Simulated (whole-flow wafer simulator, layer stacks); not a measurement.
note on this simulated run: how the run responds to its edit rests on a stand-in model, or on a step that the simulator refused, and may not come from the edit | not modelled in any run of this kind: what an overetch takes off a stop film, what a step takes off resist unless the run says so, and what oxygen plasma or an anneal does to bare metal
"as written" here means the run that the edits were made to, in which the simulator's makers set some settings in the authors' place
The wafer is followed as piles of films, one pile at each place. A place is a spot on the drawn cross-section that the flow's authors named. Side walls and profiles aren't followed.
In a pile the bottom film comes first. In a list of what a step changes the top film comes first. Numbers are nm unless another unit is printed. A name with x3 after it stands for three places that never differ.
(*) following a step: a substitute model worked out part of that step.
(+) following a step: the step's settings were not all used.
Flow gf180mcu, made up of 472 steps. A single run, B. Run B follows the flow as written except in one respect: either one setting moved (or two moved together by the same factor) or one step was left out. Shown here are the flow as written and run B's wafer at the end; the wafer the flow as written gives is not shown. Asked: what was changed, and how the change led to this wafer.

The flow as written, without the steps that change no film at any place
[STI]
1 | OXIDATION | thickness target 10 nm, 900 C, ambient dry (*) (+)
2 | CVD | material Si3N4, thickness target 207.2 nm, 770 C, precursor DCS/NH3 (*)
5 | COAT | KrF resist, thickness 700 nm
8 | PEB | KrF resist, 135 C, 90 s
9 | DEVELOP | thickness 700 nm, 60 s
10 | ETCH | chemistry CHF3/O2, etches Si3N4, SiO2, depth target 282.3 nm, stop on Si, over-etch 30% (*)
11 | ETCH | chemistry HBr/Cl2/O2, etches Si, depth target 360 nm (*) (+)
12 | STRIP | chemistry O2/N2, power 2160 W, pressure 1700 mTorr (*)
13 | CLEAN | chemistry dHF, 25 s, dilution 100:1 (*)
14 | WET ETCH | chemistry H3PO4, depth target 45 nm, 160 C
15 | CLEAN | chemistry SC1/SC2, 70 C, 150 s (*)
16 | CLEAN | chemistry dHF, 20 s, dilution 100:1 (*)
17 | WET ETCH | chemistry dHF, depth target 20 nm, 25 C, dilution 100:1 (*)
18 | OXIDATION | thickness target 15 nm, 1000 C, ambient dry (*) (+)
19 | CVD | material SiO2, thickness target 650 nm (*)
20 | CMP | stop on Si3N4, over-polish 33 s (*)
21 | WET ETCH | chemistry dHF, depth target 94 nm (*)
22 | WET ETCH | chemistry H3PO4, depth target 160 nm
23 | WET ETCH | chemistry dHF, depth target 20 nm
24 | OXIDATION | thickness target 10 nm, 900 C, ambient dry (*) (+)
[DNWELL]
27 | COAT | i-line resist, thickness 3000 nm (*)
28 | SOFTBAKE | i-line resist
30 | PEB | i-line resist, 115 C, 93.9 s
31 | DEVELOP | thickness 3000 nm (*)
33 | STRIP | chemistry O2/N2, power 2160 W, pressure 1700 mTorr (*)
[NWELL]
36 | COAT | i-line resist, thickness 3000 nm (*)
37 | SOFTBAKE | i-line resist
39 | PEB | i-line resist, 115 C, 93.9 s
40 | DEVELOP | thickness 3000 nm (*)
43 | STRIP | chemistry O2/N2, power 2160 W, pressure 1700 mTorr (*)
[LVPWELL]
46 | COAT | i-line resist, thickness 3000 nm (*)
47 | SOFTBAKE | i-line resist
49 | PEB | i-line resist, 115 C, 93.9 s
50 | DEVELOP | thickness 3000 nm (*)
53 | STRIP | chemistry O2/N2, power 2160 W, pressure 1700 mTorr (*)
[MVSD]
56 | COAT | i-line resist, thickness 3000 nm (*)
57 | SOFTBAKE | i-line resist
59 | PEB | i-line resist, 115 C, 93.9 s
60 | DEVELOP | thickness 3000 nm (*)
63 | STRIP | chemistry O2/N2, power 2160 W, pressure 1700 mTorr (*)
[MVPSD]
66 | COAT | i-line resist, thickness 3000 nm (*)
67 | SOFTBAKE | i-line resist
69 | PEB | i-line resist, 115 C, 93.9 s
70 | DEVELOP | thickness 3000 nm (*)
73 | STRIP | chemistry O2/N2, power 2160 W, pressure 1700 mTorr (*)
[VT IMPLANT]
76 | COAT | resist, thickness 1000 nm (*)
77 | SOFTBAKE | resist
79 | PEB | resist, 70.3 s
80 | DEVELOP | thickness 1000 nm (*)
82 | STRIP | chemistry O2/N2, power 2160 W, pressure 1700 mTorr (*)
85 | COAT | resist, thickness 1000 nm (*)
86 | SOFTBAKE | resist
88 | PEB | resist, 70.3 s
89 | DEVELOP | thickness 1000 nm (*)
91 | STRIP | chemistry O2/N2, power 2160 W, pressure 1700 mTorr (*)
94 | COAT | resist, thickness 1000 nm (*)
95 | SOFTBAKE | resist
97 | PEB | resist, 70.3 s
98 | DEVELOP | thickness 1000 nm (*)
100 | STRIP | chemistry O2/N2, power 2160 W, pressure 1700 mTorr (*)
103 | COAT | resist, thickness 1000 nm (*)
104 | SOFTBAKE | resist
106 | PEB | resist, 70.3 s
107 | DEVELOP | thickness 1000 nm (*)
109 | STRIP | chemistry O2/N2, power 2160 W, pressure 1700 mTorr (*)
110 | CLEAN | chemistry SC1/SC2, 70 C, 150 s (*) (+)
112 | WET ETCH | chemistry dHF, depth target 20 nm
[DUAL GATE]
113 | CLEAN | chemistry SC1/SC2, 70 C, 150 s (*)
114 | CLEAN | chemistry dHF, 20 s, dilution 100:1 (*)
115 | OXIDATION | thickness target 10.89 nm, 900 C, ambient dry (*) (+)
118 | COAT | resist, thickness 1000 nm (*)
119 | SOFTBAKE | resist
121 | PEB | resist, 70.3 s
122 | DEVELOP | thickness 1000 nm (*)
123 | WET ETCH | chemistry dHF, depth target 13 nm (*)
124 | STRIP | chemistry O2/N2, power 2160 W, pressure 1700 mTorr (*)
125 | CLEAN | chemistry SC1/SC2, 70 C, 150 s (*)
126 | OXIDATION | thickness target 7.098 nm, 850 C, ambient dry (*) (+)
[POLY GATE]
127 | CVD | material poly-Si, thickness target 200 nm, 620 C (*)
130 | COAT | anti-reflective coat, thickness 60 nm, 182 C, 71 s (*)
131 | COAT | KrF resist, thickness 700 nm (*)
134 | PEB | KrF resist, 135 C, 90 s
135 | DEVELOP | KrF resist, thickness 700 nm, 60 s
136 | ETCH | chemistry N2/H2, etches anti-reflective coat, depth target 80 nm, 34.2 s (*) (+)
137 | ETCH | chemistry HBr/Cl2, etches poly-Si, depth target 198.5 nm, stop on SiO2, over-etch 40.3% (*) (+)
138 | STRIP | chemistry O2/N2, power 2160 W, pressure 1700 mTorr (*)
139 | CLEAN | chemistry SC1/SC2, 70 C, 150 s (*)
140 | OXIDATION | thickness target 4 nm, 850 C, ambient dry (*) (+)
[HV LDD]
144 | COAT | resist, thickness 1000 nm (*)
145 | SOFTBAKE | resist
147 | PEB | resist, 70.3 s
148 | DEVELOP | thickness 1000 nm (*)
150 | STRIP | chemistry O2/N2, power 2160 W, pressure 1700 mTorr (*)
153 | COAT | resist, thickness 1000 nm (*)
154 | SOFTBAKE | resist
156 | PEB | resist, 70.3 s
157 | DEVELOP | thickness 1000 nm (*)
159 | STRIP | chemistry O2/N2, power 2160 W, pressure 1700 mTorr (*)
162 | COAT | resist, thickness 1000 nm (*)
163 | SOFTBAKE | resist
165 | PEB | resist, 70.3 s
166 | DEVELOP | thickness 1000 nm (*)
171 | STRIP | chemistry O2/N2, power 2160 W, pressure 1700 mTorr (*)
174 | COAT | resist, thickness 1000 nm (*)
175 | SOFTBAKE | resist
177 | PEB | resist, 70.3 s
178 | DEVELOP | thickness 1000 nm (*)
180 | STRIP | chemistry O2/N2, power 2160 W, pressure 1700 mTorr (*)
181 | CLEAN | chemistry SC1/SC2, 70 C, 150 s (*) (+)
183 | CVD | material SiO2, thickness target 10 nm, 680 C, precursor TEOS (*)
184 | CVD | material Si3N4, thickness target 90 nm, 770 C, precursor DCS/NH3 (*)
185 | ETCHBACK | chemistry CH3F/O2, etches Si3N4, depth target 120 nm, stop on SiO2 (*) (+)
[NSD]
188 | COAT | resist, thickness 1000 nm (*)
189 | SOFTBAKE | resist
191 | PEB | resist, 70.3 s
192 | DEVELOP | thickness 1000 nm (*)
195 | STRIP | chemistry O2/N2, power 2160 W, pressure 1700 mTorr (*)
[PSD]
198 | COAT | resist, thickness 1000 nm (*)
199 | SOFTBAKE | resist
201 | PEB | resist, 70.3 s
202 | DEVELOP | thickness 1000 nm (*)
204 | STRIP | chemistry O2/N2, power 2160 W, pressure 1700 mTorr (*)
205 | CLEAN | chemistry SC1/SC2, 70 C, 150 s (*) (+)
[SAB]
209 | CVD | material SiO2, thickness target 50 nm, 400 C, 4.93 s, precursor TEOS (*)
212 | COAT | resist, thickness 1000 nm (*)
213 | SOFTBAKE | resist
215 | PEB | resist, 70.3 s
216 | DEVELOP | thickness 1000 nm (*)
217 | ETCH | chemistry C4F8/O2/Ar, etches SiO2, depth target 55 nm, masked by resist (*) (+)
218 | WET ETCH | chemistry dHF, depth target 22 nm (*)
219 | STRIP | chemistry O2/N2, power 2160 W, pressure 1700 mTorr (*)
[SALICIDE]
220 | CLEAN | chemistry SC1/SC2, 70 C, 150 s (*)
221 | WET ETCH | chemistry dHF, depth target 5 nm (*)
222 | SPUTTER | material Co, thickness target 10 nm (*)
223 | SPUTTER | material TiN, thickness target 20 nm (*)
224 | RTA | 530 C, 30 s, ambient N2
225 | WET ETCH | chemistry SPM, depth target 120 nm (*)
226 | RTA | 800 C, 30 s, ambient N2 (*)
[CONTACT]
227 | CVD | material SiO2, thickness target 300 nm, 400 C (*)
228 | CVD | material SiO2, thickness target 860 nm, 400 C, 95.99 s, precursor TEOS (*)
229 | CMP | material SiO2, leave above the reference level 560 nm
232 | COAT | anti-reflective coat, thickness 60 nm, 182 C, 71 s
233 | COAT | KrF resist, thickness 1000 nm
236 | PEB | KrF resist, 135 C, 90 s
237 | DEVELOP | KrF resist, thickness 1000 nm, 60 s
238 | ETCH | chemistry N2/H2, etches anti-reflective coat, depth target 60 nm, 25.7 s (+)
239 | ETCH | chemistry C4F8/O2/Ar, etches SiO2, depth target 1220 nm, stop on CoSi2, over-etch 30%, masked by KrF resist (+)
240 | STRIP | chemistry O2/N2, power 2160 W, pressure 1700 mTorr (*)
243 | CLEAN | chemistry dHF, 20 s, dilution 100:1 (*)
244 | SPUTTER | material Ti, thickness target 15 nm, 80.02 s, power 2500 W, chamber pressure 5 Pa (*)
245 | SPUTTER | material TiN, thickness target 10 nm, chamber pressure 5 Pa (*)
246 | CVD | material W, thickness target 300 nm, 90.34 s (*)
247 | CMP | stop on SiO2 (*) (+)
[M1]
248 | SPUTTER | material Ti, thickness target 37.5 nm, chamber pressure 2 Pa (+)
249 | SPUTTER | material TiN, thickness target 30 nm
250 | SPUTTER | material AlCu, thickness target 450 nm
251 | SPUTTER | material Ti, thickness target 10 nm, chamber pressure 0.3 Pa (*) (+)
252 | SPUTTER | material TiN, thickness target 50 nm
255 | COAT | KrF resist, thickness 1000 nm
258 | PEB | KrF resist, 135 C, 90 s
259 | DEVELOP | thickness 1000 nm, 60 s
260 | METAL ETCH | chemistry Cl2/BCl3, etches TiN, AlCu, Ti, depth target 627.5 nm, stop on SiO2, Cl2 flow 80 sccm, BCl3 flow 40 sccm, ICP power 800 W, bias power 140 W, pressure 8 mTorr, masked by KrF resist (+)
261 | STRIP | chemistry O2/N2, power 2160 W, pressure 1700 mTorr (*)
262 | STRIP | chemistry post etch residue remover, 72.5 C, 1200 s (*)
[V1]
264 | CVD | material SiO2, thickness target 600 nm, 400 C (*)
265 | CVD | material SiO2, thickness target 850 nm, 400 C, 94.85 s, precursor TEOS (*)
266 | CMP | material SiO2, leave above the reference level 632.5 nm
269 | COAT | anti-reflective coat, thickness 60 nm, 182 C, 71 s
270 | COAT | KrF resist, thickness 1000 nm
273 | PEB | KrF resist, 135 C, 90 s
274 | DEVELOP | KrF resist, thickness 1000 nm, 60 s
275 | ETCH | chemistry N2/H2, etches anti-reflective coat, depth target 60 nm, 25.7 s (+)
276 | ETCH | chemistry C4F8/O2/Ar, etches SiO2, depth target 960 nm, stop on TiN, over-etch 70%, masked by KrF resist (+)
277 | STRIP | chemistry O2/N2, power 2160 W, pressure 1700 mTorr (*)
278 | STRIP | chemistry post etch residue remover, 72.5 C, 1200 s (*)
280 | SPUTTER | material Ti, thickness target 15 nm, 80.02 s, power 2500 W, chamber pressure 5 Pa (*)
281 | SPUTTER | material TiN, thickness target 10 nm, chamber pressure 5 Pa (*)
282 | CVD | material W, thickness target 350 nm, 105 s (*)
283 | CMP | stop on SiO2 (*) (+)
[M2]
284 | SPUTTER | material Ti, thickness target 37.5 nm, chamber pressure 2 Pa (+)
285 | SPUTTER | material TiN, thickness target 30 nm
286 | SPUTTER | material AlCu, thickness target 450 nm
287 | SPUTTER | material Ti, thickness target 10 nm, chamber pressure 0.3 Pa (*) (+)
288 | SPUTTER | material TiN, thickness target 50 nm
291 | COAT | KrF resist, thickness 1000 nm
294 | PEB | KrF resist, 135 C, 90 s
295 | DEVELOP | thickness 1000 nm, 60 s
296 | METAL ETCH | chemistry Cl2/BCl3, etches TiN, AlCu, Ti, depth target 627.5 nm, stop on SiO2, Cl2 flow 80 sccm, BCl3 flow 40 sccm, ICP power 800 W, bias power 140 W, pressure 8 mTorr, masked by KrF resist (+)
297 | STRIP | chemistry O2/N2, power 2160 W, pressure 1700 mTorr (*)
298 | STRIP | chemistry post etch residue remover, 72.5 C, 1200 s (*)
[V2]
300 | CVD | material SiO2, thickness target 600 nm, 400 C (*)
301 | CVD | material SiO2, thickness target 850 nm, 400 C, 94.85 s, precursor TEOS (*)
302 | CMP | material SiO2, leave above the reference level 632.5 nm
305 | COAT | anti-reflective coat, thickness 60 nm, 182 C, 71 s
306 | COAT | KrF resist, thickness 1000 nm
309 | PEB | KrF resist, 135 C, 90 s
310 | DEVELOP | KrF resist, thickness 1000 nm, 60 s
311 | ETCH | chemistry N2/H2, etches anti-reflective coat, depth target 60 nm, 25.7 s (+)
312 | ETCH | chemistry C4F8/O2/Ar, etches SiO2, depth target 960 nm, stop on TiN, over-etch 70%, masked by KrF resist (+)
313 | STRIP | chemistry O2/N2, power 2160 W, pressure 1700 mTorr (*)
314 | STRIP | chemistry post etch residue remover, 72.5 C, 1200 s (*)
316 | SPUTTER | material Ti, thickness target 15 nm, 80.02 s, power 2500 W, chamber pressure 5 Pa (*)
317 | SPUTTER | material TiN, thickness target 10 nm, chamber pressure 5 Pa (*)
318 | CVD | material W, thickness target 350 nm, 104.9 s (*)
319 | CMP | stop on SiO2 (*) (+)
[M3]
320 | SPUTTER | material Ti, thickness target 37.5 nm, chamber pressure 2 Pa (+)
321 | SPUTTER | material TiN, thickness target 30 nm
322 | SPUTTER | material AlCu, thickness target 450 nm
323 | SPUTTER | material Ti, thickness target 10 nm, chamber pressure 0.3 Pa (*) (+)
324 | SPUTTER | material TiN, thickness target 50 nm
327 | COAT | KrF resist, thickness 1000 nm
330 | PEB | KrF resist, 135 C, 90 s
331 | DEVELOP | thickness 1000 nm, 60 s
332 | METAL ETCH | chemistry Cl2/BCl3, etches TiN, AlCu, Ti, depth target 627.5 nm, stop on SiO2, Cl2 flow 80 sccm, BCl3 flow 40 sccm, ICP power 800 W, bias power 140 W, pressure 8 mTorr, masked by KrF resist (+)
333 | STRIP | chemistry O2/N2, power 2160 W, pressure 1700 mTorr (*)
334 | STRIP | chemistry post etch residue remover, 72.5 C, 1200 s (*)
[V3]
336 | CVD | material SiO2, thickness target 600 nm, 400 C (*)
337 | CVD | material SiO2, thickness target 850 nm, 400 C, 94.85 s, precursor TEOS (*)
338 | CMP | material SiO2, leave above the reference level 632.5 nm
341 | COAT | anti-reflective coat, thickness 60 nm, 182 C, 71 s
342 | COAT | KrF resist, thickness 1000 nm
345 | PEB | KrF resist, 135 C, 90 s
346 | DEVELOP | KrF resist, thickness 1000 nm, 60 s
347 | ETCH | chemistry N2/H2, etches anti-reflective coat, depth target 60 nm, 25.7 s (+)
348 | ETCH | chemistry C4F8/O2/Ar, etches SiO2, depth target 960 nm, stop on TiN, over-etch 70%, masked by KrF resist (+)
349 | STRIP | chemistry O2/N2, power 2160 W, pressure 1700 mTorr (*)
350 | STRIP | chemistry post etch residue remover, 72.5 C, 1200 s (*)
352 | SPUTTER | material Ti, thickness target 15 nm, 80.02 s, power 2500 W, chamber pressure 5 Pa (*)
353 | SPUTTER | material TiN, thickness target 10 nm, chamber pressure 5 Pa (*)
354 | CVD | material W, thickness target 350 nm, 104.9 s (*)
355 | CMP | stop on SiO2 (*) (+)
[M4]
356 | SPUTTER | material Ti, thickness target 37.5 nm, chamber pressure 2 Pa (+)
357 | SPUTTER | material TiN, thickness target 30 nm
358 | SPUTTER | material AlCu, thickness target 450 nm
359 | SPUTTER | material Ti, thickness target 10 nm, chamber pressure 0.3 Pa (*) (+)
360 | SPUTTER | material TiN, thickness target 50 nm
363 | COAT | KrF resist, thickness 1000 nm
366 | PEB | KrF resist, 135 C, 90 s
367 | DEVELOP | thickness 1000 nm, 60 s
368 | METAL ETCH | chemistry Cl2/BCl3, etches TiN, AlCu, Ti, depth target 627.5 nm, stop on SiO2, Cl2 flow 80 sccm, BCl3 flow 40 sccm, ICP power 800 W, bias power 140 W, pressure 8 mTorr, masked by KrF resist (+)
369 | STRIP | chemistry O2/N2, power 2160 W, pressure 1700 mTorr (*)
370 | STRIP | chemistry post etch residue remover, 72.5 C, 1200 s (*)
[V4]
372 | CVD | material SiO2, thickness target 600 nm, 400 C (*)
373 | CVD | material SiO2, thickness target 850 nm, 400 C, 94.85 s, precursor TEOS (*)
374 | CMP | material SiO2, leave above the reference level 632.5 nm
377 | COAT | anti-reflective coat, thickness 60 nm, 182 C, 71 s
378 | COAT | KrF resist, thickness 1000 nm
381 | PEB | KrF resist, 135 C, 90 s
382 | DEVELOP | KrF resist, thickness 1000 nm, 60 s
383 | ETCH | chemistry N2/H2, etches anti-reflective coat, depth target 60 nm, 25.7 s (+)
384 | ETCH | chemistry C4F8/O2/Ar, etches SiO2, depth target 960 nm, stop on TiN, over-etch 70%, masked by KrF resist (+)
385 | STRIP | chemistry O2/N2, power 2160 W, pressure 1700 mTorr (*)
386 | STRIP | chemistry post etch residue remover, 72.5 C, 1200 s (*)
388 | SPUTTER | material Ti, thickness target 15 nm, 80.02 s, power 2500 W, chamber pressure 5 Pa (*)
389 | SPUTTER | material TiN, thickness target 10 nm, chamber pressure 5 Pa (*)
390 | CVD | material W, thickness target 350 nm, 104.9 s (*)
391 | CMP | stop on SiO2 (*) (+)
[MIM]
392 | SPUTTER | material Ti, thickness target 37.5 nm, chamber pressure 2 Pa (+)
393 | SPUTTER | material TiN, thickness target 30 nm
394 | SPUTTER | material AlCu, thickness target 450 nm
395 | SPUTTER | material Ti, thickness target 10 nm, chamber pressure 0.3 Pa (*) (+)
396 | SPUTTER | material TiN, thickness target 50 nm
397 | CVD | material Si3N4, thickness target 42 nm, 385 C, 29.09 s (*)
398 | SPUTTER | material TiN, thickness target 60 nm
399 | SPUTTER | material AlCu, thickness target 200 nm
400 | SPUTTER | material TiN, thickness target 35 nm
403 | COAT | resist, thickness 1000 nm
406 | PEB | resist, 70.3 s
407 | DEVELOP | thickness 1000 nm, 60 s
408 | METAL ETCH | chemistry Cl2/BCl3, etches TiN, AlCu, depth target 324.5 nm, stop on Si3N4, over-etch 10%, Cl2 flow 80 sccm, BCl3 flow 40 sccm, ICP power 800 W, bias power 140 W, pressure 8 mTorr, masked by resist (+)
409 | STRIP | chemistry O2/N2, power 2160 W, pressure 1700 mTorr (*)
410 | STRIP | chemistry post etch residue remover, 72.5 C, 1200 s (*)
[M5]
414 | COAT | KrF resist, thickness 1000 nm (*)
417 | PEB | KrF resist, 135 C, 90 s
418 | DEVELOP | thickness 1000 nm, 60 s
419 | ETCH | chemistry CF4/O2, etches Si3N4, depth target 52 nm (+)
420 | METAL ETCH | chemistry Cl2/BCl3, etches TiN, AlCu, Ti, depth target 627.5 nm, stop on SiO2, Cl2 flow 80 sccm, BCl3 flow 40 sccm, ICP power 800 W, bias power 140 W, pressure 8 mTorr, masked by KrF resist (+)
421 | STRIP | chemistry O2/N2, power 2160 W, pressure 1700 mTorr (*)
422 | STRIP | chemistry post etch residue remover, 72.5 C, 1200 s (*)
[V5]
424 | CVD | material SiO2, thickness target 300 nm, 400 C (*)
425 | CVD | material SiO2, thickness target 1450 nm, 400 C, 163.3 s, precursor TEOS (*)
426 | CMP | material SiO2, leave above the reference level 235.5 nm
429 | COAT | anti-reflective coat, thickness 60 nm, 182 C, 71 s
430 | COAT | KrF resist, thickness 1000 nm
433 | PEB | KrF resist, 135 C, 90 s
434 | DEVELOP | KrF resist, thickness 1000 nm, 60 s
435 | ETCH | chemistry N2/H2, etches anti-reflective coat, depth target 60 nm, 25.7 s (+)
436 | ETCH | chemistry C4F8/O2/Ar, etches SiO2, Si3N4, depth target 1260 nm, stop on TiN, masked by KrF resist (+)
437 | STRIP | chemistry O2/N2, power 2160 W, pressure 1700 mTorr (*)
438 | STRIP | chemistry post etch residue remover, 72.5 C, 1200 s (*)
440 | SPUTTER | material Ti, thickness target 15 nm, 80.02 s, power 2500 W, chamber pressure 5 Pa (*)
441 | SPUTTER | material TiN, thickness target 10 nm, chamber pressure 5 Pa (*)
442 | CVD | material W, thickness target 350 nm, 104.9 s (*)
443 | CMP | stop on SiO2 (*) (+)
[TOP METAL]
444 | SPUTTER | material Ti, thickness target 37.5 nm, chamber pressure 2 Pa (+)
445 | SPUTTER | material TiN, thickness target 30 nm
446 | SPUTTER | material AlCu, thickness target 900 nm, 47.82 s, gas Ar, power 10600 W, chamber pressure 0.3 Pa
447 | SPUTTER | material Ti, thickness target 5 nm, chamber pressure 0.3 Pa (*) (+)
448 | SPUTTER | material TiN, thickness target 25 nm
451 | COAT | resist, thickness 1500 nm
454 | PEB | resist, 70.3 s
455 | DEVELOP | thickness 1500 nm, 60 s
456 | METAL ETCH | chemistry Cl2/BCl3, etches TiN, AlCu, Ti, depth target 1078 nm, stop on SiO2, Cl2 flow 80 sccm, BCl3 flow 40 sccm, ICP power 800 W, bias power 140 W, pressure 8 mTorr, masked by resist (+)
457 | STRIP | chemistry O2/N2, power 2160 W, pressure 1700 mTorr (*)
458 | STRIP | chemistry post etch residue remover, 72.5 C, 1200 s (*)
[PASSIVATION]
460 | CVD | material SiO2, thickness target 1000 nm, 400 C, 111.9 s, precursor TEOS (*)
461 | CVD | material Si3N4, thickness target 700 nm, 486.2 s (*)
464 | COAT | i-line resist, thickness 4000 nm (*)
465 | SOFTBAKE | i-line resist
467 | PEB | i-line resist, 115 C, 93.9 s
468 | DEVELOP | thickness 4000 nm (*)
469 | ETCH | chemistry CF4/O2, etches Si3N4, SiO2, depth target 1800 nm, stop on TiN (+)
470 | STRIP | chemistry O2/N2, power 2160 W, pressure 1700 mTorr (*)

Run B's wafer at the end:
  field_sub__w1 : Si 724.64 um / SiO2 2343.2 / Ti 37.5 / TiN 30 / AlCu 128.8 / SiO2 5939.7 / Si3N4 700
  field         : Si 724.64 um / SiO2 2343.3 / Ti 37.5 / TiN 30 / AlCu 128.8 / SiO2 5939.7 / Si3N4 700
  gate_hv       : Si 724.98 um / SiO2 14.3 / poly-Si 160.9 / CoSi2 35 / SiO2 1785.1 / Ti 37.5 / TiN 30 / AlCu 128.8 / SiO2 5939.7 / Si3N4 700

What caused this: step 286, SPUTTER: thickness target 702 nm was run, whereas the flow has thickness target 450 nm.

The path from the change to this, step by step:
  286 | SPUTTER | material AlCu, thickness target 450 nm
      field, field__w1, field__w2 and 108 more: +702 AlCu (new film) (in the flow as written it would be: +450 AlCu (new film))
  296 | METAL ETCH | chemistry Cl2/BCl3, etches TiN, AlCu, Ti, depth target 627.5 nm, stop on SiO2, Cl2 flow 80 sccm, BCl3 flow 40 sccm, ICP power 800 W, bias power 140 W, pressure 8 mTorr, masked by KrF resist (+)
      field, field__w1, field__w2 and 103 more: -50 TiN (all of it), -10 Ti (all of it), -567.5 AlCu (in the flow as written it would be: -50 TiN (all of it), -10 Ti (all of it), -450 AlCu (all of it), -30 TiN (all of it), -37.5 Ti (all of it))
  298 | STRIP | chemistry post etch residue remover, 72.5 C, 1200 s (*)
      field, field__w1, field__w2 and 103 more: -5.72 AlCu (in the flow as written it would be: nothing)
  300 | CVD | material SiO2, thickness target 600 nm, 400 C (*)
      field, field__w1, field__w2 and 103 more: +600 SiO2 (new film) (in the flow as written it would be: +600 SiO2)
  302 | CMP | material SiO2, leave above the reference level 632.5 nm
      field, field__w1, field__w2 and 103 more: -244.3 SiO2 (in the flow as written it would be: -300 SiO2)
With metal films that touch counted as one body, field_sub__w1 has 1 body; the flow as written gives 0 bodies.
With metal films that touch counted as one body, field has 1 body; the flow as written gives 0 bodies.
With metal films that touch counted as one body, gate_hv has 2 bodies (between them, from the top down: SiO2 1785.1); the flow as written gives 1 body.
